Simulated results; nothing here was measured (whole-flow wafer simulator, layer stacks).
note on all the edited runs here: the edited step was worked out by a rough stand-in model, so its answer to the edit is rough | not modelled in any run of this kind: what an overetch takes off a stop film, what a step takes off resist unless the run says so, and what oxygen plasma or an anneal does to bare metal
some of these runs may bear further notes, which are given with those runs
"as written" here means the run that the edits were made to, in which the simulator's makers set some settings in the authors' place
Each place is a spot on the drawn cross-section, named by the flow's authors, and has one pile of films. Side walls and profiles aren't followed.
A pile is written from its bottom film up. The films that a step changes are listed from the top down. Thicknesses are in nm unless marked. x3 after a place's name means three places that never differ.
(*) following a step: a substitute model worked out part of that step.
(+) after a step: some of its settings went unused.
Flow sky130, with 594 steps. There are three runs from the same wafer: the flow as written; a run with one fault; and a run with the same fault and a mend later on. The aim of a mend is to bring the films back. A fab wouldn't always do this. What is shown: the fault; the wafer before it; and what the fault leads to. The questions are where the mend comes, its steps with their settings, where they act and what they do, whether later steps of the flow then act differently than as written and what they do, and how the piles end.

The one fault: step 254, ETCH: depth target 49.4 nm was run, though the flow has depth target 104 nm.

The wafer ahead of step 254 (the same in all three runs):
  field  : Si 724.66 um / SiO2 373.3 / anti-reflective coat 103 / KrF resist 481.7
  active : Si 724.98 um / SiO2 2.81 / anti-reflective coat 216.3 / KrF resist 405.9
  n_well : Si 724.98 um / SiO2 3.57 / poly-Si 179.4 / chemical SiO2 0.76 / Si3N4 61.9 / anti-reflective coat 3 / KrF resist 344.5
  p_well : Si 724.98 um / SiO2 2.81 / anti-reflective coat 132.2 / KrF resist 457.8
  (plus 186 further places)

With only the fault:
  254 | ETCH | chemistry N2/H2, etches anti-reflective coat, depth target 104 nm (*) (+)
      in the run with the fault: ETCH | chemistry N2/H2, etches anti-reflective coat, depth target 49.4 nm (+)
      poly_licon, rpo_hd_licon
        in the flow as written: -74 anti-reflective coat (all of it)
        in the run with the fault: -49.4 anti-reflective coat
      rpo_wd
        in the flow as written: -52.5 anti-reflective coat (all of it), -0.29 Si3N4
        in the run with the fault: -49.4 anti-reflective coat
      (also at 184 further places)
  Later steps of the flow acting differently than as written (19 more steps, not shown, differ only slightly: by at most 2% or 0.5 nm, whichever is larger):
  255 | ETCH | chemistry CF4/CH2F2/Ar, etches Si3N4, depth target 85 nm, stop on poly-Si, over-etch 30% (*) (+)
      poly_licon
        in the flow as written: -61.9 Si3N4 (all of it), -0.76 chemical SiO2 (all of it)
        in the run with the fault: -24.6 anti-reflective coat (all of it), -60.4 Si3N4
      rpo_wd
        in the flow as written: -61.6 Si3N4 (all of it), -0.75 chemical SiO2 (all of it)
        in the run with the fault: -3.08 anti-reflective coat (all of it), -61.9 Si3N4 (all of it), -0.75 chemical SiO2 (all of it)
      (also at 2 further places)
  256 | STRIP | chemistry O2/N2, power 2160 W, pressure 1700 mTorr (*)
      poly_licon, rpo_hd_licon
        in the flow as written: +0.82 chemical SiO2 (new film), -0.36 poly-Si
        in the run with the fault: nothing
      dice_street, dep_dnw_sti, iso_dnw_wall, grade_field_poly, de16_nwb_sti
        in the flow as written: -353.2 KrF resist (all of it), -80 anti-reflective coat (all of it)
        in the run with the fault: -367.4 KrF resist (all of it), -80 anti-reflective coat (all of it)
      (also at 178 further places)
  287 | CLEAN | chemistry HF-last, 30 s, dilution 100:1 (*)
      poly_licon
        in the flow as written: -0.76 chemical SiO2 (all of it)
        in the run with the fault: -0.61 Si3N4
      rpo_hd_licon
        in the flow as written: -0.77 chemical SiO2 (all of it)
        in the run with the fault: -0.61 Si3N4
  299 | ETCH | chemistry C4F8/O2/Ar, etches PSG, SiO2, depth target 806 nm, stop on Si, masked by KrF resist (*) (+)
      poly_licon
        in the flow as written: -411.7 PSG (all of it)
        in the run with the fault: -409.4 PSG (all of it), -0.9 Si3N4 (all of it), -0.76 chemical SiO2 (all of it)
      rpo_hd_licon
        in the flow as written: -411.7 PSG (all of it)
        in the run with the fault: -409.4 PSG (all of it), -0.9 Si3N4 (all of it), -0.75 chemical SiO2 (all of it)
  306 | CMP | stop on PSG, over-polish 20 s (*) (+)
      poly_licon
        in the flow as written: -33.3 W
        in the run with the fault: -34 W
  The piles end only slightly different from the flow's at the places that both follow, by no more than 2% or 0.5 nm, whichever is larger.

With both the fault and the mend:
  After step 254 comes the mend.
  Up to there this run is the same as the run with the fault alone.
  254a | ETCH | chemistry N2/H2, etches anti-reflective coat, depth target 54.6 nm (+) (a further turn of the flow's step 254, with different settings)
      field, active, n_well and 180 more
        -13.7 KrF resist
      rpo_ln, rpo_hd, rxpo_ln
        -0.32 Si3N4
      poly_licon, rpo_hd_licon
        -24.6 anti-reflective coat (all of it)
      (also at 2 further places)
  Later steps of the flow that are run all act as written at every place that is followed, up to a difference of at most 2% or 0.5 nm, whichever is larger.
  By the end, the piles equal the flow's at every place that both follow.
